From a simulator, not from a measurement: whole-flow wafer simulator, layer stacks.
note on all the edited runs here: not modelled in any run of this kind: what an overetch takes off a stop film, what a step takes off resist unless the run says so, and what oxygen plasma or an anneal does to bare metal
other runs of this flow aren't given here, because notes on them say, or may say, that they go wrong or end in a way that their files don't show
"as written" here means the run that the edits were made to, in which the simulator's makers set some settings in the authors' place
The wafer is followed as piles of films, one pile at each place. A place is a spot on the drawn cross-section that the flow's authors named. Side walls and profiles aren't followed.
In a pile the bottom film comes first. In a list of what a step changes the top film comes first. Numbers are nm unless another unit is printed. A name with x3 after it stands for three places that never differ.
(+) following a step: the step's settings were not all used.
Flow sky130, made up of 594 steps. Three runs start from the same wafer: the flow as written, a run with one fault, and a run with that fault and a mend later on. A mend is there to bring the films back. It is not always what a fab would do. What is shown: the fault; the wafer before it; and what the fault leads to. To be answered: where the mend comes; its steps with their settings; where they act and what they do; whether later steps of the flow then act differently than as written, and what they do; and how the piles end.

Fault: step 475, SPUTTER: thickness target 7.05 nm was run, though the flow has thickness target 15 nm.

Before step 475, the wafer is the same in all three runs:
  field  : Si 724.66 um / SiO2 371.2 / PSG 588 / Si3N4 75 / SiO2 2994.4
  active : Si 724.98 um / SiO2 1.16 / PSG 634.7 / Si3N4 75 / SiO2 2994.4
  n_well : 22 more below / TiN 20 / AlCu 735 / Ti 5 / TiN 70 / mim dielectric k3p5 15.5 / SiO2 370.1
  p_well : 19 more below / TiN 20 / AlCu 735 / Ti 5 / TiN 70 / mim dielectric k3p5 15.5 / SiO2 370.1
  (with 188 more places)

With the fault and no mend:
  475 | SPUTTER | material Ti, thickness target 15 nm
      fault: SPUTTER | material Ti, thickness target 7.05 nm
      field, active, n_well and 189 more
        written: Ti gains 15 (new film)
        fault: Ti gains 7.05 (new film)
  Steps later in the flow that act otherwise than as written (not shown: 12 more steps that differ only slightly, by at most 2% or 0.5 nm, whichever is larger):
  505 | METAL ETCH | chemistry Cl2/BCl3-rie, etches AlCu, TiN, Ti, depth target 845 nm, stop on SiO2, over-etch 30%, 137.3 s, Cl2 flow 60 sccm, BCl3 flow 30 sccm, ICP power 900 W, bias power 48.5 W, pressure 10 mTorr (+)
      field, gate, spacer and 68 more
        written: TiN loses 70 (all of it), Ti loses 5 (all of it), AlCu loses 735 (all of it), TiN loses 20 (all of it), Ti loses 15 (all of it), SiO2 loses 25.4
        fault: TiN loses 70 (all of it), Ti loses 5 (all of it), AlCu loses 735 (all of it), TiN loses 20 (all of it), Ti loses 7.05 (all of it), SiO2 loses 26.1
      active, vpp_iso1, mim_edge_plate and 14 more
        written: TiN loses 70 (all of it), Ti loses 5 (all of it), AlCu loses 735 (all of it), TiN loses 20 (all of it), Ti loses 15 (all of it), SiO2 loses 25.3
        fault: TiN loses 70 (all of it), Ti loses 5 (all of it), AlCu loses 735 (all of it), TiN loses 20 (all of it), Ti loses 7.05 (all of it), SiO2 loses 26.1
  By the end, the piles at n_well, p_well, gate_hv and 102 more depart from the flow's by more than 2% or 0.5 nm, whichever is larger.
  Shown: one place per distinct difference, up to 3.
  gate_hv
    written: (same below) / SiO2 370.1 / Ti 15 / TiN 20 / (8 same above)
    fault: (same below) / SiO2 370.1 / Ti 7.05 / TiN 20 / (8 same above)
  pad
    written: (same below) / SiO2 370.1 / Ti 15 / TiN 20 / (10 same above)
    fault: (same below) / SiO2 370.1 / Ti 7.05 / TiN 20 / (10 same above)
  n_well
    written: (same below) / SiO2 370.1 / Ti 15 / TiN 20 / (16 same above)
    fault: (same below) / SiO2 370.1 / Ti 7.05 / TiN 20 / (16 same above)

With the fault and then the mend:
  After step 475 comes the mend.
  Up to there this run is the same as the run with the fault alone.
  475a | SPUTTER | material Ti, thickness target 7.95 nm (the flow's step 475, run once more with other settings)
      field, active, n_well and 189 more
        Ti gains 7.95
  None of the later steps of the flow acts differently than as written at any place that is followed.
  At every place that both follow, the piles at the end match the flow's.
